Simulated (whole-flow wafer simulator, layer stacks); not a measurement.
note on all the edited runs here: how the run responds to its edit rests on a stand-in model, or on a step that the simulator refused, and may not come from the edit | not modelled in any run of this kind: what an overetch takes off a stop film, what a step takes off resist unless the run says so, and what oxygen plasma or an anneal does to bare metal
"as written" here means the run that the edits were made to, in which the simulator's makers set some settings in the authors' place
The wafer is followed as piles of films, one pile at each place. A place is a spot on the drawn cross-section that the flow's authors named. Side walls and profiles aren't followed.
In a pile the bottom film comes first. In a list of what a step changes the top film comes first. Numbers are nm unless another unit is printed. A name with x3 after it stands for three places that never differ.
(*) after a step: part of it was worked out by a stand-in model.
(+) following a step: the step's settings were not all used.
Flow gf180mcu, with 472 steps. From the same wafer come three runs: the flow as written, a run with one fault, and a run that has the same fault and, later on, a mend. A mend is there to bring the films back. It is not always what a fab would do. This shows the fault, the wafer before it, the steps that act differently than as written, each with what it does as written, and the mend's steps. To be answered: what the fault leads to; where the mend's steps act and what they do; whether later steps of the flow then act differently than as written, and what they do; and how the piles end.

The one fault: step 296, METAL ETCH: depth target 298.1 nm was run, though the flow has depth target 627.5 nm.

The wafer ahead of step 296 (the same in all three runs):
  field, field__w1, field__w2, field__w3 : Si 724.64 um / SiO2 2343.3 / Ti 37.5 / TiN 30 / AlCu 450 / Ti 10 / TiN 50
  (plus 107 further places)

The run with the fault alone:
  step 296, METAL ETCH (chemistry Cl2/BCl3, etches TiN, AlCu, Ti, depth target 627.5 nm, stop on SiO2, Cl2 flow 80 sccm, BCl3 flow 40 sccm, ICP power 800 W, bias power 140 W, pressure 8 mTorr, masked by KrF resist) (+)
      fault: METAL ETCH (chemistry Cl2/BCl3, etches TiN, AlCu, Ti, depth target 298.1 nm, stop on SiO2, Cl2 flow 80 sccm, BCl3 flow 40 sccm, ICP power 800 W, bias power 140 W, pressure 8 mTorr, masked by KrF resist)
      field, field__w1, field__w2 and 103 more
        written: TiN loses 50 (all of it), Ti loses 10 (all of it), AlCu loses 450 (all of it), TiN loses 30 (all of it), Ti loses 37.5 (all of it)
        fault: TiN loses 50 (all of it), Ti loses 10 (all of it), AlCu loses 238.1
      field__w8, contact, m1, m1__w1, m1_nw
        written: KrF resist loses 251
        fault: KrF resist loses 119.2
  Steps further on in the flow that do not act as written:
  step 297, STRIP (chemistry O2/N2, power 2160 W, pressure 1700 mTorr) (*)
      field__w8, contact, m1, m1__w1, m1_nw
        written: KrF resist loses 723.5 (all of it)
        fault: KrF resist loses 855.3 (all of it)
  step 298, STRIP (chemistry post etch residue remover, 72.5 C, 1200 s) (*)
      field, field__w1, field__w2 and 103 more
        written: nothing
        fault: AlCu loses 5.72
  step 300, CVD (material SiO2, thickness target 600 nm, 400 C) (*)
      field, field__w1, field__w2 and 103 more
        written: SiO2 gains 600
        fault: SiO2 gains 600 (new film)
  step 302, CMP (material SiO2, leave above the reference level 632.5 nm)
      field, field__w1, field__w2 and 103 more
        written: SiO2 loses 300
        fault: SiO2 loses 573.7
  At field, field__w1, field__w2 and 104 more, the piles at the end differ from the flow's by more than 2% or 0.5 nm, whichever is larger.
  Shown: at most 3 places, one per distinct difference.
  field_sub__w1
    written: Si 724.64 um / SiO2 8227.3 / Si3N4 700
    fault: Si 724.64 um / SiO2 2343.2 / Ti 37.5 / TiN 30 / AlCu 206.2 / SiO2 5610.3 / Si3N4 700
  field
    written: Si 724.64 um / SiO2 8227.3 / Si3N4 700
    fault: Si 724.64 um / SiO2 2343.3 / Ti 37.5 / TiN 30 / AlCu 206.2 / SiO2 5610.3 / Si3N4 700
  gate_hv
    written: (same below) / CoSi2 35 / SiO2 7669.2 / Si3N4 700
    fault: (same below) / CoSi2 35 / SiO2 1785.1 / Ti 37.5 / TiN 30 / AlCu 206.2 / SiO2 5610.3 / Si3N4 700

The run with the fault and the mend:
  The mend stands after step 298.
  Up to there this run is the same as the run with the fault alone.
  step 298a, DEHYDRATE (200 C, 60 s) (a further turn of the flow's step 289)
      alters no film at any place that is followed
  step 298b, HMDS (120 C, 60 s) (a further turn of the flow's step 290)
      alters no film at any place that is followed
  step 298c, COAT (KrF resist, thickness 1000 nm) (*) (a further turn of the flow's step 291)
      iso_ptap_pw, iso_ntap_nw, iso_nw_fld and 33 more
        KrF resist gains 1000 (new film)
      field_sub__w2, field_sub__w4, ld_sd_n and 13 more
        KrF resist gains 1001.9 (new film)
      field__w5, field__w6, field__w9 and 9 more
        KrF resist gains 1002 (new film)
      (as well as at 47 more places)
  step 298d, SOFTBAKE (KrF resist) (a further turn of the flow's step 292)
      alters no film at any place that is followed
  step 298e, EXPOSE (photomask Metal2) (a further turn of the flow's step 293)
      alters no film at any place that is followed
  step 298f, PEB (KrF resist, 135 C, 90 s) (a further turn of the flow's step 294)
      field__w1, field__w2, field__w3 and 58 more
        KrF resist loses 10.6
      iso_ptap_pw, iso_ntap_nw, iso_nw_fld and 33 more
        KrF resist loses 10.5
      sd_p, gate_p, nw_sep_fld, polyc_n
        KrF resist loses 10.7
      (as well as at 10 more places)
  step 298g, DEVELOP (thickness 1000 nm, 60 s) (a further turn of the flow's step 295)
      iso_ptap_pw, iso_ntap_nw, iso_nw_fld and 33 more
        KrF resist loses 989.5 (all of it)
      field__w5, field__w6, field__w9 and 12 more
        KrF resist loses 991.4 (all of it)
      field__w10, field_sub, field_sub__w1 and 9 more
        KrF resist loses 991.5 (all of it)
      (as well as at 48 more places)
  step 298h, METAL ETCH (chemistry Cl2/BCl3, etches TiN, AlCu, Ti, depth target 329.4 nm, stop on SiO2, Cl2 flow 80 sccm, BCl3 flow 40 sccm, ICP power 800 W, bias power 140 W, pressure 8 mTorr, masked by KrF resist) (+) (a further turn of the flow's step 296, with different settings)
      field, field__w1, field__w2 and 103 more
        AlCu loses 206.2 (all of it), TiN loses 30 (all of it), Ti loses 37.5 (all of it)
      field__w8, contact, m1, m1__w1, m1_nw
        KrF resist loses 131.8
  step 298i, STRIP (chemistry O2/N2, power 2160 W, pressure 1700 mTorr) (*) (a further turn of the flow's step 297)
      field__w8
        KrF resist loses 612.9 (all of it)
      contact
        KrF resist loses 611.2 (all of it)
      m1
        KrF resist loses 612.8 (all of it)
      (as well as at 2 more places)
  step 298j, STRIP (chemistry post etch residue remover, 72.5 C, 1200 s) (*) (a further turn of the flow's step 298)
      field__w8, contact, m1, m1__w1, m1_nw
        TiN loses 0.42
  Every later step of the flow that is run acts as written, at every place that is followed, to within 2% or 0.5 nm, whichever is larger.
  The piles end only slightly different from the flow's at the places that both follow, by no more than 2% or 0.5 nm, whichever is larger.
